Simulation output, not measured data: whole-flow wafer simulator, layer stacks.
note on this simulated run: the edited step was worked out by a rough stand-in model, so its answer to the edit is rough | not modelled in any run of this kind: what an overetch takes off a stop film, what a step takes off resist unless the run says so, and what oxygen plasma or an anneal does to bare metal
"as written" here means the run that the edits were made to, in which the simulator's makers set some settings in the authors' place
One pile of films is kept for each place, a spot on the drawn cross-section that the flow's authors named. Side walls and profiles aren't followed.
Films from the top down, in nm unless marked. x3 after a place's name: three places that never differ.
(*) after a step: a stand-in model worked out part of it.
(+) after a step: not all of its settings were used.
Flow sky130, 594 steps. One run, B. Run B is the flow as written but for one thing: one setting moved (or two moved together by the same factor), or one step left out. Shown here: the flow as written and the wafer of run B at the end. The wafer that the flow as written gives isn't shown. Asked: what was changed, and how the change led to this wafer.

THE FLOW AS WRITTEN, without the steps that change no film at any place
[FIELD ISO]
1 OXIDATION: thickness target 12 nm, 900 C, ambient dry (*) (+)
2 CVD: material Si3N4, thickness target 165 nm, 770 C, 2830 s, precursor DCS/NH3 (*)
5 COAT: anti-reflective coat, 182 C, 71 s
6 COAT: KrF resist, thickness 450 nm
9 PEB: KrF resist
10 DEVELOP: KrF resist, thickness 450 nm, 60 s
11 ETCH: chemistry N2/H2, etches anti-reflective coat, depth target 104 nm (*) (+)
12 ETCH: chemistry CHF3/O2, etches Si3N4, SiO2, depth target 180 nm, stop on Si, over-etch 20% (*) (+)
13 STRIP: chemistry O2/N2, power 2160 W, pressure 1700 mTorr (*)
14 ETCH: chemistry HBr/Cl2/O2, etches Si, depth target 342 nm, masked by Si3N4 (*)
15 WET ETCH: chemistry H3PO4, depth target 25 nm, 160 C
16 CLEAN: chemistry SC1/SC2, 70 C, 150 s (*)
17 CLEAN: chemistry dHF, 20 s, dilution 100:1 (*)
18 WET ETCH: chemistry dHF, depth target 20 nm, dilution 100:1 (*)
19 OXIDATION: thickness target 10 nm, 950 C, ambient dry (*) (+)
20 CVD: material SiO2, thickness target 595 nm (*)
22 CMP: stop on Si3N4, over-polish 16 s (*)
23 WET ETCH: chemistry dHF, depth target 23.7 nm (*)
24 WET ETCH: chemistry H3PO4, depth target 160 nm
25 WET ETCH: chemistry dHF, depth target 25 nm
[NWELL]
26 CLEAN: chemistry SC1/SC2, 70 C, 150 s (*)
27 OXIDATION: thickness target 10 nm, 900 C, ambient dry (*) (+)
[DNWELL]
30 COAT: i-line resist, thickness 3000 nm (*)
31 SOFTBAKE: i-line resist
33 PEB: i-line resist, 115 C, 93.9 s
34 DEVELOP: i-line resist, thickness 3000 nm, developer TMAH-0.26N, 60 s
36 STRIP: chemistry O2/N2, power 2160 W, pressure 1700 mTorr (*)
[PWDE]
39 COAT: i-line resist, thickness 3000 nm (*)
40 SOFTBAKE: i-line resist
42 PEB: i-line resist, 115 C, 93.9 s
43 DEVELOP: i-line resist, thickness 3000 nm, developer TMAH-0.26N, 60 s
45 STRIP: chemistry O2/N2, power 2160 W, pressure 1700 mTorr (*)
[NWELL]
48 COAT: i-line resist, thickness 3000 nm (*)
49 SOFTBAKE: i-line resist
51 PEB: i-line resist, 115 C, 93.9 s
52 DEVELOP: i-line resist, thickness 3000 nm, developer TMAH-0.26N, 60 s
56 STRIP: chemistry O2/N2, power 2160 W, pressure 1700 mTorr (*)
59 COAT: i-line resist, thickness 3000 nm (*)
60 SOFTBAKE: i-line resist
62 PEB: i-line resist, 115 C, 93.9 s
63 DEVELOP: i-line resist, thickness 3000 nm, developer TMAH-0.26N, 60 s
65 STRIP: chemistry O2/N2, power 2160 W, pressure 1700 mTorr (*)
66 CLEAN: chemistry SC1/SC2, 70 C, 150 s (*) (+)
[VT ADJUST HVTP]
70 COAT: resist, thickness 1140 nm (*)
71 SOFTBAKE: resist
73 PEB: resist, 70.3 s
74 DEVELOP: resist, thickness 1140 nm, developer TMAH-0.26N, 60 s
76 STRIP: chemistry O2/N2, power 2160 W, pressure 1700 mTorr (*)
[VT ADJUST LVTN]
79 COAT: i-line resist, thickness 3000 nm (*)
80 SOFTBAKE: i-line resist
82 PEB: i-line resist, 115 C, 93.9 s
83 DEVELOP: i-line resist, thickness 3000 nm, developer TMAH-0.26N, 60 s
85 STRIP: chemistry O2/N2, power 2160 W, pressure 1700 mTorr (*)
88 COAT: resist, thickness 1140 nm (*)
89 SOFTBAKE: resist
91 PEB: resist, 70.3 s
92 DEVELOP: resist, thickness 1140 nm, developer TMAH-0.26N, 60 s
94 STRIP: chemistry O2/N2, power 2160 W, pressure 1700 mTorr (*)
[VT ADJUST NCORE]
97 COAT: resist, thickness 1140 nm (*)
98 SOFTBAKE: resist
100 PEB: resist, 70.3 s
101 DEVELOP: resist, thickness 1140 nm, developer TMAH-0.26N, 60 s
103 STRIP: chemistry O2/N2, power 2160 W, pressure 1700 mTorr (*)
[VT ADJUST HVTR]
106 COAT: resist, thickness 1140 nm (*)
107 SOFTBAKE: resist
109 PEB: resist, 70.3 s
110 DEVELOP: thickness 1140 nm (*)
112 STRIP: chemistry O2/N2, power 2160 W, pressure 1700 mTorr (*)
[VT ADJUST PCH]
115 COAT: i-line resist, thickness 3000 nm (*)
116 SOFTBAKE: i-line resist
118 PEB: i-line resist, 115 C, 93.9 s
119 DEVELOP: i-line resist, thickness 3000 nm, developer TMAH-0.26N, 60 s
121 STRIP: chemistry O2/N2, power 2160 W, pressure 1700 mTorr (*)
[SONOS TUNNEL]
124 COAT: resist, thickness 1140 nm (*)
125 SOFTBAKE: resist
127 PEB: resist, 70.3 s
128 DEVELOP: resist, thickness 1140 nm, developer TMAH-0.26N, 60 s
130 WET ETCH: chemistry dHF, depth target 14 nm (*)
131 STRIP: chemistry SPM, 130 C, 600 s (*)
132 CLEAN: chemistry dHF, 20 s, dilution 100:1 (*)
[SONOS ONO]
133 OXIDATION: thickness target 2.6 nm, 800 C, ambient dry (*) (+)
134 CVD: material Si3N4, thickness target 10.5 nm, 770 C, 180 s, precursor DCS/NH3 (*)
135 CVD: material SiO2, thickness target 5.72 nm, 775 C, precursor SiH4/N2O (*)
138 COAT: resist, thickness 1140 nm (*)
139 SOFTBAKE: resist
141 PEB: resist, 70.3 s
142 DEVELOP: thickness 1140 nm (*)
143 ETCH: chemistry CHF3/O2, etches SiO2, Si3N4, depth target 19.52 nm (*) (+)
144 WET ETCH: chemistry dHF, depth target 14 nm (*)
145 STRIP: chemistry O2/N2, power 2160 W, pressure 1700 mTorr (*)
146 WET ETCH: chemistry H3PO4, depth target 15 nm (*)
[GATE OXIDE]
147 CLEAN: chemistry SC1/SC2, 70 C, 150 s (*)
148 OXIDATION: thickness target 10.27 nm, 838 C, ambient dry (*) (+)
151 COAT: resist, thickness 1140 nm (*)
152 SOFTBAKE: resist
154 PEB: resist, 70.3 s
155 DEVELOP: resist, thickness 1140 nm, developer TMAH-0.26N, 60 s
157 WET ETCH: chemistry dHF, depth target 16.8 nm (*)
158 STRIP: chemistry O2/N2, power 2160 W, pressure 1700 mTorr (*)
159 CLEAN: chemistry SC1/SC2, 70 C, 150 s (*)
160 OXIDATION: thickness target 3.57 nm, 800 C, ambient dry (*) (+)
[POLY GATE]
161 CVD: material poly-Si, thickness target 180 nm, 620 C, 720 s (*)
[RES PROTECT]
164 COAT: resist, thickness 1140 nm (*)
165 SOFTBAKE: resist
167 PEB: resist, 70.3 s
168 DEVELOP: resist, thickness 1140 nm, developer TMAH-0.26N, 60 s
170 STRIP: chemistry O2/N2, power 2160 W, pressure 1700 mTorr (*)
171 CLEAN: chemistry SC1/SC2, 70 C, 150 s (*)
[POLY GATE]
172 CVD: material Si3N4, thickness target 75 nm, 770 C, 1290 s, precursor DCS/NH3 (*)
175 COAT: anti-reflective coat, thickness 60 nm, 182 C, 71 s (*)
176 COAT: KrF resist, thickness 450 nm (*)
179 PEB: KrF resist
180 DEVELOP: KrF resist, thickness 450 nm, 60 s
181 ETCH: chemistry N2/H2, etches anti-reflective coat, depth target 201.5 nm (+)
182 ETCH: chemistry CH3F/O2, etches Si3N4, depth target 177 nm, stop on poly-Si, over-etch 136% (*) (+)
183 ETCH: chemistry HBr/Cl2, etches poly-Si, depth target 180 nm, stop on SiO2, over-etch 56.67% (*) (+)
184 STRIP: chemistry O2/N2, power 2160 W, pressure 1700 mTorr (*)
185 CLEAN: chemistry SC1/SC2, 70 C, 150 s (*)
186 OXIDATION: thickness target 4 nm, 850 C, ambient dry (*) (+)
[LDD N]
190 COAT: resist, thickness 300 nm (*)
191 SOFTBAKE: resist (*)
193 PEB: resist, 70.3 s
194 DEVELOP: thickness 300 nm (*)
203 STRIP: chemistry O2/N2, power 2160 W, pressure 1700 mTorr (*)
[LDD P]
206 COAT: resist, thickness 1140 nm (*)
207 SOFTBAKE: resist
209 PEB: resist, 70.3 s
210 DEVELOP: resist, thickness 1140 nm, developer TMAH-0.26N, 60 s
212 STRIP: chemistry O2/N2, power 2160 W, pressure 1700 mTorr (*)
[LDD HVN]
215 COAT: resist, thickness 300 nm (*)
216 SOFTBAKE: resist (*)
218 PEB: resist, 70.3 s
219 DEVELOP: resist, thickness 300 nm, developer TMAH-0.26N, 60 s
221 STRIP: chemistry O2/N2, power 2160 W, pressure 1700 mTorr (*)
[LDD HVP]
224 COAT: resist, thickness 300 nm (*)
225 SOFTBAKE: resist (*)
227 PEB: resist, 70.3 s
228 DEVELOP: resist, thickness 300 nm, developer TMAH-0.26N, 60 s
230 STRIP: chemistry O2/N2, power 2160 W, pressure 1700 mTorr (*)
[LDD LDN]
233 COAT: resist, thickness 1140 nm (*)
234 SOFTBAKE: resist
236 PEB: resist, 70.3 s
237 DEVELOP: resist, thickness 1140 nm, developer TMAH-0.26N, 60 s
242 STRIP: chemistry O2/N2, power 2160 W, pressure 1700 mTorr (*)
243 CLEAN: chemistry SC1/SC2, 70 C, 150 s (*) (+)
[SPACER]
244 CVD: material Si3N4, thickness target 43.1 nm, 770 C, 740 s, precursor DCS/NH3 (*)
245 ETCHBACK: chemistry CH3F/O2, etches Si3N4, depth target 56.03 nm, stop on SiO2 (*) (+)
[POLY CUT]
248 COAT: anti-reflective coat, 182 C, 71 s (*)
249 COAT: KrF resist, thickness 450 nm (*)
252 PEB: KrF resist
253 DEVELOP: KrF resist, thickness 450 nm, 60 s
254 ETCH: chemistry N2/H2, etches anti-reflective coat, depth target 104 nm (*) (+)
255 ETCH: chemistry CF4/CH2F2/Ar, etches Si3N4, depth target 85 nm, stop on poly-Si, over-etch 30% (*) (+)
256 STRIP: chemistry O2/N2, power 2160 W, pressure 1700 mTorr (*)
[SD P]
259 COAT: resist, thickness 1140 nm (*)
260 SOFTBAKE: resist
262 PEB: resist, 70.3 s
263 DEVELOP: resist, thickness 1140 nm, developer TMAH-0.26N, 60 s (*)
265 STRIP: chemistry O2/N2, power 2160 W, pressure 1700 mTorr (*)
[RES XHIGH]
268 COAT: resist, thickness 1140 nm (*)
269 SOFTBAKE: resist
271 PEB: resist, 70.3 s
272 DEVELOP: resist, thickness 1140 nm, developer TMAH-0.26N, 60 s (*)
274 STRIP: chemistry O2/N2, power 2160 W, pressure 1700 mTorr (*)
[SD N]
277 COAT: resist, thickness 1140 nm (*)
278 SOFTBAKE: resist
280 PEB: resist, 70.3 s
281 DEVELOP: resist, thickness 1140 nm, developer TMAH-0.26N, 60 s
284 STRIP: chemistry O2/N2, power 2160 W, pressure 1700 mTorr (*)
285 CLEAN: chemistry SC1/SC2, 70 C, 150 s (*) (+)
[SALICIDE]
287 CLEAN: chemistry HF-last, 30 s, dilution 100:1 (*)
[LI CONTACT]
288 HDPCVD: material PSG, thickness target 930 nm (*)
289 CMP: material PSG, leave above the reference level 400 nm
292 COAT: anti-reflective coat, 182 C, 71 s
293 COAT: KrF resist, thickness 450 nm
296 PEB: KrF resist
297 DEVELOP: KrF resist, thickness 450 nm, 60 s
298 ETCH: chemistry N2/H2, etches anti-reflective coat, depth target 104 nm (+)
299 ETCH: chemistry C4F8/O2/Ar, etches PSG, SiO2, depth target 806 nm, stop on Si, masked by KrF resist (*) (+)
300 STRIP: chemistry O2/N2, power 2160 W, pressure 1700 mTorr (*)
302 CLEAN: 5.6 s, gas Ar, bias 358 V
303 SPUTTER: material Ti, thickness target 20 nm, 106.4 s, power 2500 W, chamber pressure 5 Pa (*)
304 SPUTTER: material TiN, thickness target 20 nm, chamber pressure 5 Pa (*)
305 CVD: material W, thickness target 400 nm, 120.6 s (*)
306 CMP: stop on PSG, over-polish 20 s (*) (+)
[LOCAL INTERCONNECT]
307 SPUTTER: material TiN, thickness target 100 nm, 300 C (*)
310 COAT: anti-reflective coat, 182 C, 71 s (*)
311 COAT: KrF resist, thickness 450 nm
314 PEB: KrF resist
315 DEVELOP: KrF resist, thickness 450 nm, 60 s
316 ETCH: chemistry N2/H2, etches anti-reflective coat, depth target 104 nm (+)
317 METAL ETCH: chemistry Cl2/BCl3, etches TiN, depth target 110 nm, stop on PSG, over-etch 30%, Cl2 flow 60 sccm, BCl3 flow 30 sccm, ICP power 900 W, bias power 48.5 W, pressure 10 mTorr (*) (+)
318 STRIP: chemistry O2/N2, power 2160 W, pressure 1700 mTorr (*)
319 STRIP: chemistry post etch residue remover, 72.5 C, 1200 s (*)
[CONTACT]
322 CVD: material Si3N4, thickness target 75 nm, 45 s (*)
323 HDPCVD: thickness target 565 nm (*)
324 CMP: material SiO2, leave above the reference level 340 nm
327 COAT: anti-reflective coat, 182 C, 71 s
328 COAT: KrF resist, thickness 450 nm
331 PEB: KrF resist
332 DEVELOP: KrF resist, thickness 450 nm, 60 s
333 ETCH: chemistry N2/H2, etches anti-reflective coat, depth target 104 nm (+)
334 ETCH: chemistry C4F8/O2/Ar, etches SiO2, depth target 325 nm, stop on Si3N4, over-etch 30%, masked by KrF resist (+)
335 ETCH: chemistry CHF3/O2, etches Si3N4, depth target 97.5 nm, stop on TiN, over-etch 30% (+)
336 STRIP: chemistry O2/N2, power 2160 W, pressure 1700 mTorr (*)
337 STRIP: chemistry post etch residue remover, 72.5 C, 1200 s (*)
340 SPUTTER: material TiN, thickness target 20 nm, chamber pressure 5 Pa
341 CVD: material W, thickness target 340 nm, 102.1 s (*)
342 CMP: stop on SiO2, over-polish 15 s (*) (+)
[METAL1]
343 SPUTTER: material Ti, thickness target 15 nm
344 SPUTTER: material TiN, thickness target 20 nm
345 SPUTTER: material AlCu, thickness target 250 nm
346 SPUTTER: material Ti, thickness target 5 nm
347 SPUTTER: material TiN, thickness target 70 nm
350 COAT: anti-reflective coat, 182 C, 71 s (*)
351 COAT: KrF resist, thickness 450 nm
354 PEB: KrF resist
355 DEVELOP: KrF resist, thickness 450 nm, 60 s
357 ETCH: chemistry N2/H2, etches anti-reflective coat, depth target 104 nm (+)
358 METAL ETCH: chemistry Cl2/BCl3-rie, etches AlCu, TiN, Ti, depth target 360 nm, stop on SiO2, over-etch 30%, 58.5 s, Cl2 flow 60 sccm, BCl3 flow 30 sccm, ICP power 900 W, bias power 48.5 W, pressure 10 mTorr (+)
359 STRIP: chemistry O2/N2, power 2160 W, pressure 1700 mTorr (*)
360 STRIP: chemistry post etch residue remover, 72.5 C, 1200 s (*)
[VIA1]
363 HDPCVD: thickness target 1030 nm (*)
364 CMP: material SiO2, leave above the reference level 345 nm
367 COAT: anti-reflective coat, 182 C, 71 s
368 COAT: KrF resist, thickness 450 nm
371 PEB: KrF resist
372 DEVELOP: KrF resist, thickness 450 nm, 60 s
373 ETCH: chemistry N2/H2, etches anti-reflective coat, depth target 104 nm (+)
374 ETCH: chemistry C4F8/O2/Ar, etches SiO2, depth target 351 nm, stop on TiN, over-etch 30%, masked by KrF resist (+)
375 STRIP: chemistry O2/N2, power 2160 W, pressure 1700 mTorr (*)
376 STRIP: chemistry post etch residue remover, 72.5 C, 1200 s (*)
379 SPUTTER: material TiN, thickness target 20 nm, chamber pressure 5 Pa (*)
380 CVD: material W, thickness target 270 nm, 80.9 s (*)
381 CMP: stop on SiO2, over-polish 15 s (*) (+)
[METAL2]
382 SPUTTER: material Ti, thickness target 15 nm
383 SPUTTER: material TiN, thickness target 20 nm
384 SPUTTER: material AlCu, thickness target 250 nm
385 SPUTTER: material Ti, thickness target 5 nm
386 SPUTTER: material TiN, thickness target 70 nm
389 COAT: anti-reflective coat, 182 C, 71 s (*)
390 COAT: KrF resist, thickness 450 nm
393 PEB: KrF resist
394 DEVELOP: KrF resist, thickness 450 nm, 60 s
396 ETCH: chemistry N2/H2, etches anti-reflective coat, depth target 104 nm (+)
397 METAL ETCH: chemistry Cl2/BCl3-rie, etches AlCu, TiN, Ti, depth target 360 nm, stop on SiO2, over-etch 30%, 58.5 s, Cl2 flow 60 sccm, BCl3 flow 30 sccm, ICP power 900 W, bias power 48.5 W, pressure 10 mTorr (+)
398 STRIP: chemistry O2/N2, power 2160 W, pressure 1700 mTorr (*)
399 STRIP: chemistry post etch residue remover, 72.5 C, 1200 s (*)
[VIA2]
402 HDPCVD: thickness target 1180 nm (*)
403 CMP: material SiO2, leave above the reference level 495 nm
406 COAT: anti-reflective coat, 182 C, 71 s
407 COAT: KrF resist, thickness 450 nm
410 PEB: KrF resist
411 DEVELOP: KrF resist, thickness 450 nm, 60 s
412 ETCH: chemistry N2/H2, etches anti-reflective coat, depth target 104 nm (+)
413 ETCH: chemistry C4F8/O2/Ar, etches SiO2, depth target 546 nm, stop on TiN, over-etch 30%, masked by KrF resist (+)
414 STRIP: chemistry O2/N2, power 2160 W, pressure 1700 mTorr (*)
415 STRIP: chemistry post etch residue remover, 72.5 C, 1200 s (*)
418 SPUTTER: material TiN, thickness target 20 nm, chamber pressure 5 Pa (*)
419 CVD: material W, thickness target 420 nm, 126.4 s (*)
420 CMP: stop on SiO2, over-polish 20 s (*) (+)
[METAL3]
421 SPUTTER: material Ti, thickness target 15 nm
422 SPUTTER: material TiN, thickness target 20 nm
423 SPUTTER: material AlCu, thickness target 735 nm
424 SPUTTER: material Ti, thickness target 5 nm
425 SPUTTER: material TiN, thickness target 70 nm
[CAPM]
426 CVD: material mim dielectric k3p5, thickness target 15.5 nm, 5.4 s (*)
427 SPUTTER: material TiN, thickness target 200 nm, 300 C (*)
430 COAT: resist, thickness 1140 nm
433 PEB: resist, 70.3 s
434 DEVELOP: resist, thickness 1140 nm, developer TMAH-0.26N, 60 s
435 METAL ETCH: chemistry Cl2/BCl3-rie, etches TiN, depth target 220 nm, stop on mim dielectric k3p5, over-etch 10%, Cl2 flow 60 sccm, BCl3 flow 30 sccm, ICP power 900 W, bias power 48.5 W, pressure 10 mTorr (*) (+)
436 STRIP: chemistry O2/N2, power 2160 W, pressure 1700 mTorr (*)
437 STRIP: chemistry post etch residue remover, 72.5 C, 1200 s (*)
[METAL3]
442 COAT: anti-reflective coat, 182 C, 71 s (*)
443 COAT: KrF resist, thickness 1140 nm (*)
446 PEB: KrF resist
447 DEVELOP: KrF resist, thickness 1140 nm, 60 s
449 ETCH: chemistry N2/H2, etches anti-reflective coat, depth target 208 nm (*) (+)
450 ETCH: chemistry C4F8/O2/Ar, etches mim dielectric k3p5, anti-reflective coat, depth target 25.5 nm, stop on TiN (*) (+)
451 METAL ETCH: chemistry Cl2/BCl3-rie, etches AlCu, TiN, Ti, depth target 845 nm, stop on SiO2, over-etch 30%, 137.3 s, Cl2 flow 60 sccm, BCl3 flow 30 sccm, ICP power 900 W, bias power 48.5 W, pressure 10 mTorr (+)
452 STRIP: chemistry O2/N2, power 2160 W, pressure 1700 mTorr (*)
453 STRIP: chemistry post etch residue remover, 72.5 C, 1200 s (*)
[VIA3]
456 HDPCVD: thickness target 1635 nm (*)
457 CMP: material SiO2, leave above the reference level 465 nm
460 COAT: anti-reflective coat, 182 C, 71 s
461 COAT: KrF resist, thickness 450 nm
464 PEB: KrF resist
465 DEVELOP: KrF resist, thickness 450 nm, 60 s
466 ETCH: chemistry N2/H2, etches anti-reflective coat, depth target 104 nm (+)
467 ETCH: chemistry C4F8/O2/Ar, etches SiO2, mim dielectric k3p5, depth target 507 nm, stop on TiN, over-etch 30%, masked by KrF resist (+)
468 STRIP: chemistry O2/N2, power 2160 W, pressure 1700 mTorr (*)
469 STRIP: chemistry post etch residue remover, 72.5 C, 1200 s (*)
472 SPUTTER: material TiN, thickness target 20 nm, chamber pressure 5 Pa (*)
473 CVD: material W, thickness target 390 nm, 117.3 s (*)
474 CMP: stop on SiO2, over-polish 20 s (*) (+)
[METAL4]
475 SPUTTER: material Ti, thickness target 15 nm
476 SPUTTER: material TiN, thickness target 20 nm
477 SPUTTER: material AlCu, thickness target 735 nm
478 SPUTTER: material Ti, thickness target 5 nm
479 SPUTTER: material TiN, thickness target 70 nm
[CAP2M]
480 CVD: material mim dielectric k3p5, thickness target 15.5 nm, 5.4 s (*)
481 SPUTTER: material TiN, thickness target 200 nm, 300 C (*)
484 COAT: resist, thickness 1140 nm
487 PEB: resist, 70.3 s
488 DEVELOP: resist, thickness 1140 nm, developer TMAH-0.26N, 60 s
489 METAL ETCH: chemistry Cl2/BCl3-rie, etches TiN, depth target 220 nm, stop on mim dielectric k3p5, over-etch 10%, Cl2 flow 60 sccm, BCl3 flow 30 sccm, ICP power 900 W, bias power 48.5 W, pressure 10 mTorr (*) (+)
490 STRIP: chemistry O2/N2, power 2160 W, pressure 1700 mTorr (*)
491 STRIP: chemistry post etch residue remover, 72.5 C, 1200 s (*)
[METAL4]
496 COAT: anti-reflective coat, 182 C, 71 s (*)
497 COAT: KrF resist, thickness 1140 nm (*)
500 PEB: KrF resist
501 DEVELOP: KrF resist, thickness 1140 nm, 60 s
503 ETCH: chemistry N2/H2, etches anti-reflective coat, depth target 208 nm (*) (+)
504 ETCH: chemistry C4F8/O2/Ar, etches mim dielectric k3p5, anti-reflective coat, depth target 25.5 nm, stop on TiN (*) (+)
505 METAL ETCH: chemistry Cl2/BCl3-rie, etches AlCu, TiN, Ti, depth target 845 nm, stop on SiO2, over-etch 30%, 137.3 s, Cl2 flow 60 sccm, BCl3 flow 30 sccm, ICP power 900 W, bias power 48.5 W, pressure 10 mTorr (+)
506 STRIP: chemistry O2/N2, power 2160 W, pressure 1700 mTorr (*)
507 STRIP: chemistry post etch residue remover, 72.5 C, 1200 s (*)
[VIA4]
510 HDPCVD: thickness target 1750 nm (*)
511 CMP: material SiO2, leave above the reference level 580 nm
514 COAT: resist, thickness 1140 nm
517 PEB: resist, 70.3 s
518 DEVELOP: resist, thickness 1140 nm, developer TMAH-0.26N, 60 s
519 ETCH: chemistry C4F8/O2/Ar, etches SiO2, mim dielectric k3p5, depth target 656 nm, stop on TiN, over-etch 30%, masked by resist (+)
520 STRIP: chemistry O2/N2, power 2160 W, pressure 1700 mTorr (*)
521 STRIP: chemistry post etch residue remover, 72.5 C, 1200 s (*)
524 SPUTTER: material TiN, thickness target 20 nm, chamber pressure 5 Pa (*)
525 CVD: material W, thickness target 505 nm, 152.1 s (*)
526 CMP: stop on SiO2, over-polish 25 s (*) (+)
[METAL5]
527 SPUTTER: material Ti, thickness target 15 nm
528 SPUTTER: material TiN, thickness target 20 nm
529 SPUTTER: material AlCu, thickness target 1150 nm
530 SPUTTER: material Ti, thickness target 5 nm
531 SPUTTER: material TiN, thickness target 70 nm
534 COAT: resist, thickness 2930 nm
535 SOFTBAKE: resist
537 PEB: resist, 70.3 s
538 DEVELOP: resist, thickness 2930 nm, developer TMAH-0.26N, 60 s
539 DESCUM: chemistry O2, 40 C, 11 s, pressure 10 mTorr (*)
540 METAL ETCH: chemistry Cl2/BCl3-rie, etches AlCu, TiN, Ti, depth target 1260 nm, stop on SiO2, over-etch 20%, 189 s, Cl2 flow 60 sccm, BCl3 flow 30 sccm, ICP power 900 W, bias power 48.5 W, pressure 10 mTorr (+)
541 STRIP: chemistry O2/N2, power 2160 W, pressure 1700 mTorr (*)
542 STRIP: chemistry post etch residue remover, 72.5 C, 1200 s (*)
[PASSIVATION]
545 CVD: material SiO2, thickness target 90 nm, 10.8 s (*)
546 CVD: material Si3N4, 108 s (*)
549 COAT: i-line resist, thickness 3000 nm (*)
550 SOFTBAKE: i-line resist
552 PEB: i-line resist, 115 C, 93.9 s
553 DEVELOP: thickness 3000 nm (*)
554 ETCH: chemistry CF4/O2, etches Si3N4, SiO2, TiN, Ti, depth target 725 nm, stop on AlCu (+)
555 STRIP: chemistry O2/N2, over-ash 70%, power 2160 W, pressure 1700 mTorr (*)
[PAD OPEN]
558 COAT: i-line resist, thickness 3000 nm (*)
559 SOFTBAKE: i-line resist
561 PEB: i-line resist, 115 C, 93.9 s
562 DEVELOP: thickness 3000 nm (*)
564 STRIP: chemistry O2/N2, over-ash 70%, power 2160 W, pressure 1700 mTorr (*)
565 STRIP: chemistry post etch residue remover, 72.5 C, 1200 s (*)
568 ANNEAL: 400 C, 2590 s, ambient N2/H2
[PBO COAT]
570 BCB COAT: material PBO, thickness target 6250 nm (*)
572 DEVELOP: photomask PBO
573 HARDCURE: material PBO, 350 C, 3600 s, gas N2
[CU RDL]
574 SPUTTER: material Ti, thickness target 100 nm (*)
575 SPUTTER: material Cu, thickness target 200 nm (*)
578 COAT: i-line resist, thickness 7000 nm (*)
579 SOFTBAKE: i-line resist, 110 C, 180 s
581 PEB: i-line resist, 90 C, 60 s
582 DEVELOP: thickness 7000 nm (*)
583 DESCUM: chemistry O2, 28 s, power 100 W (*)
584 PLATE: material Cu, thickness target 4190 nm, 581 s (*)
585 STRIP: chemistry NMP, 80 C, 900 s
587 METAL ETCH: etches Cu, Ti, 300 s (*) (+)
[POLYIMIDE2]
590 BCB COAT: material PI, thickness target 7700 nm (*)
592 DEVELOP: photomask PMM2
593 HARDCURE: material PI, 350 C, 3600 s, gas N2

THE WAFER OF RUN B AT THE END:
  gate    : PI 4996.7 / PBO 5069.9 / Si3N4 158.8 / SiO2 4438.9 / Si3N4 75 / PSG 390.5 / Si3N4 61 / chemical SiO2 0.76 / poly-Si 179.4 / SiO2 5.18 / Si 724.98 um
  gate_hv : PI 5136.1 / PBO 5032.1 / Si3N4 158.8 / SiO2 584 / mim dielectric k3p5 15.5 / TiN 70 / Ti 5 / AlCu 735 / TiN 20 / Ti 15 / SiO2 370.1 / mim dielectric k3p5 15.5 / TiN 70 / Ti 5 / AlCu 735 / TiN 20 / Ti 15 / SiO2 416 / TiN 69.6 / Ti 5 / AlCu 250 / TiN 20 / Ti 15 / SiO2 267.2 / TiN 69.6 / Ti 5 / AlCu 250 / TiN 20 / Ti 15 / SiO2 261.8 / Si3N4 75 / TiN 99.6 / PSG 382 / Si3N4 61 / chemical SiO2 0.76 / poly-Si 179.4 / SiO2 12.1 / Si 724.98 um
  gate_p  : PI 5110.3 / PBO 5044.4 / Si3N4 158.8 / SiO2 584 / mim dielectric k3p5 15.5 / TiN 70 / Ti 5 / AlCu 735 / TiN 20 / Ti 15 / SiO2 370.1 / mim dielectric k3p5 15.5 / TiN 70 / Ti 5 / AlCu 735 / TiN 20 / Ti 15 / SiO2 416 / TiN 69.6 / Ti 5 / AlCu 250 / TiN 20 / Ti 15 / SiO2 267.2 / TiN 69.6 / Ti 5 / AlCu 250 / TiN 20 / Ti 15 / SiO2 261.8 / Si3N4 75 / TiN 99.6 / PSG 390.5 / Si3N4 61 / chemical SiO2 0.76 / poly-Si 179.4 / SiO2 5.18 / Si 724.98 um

The cause: step 160, OXIDATION: thickness target 5.18 nm was run, where the flow has thickness target 3.57 nm.
It can be read off the wafer: gate has SiO2 5.18, and step 160 as written asks for 3.57 nm.

How the change led to this, step by step:
  160 OXIDATION: thickness target 3.57 nm, 800 C, ambient dry (*) (+)
      active, n_well, p_well and 58 more: SiO2 +5.18 (new film), chemical SiO2 -0.76 (all of it), Si -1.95 (as written it would be: SiO2 +3.57 (new film), chemical SiO2 -0.76 (all of it), Si -1.24)
      gate_hv, m1, pad and 37 more: SiO2 +2.15, Si -0.95 (as written it would be: SiO2 +0.85, Si -0.37)
  248 COAT: anti-reflective coat, 182 C, 71 s (*)
      m1: anti-reflective coat +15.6 (new film) (as written it would be: anti-reflective coat +16.3 (new film))
      gate_lg05: anti-reflective coat +18 (new film) (as written it would be: anti-reflective coat +18.6 (new film))
  256 STRIP: chemistry O2/N2, power 2160 W, pressure 1700 mTorr (*)
      m1: KrF resist -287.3 (all of it), anti-reflective coat -15.6 (all of it) (as written it would be: KrF resist -287.2 (all of it), anti-reflective coat -16.3 (all of it))
      gate_lg05: KrF resist -307.1 (all of it), anti-reflective coat -18 (all of it) (as written it would be: KrF resist -307 (all of it), anti-reflective coat -18.6 (all of it))
  299 ETCH: chemistry C4F8/O2/Ar, etches PSG, SiO2, depth target 806 nm, stop on Si, masked by KrF resist (*) (+)
      contact, ndiff_licon, ndiff_licon_cpp: PSG -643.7 (all of it), SiO2 -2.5 (all of it) (as written it would be: PSG -643.6 (all of it), SiO2 -1.16 (all of it))
  306 CMP: stop on PSG, over-polish 20 s (*) (+)
      poly_licon: W -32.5 (as written it would be: W -33.3)
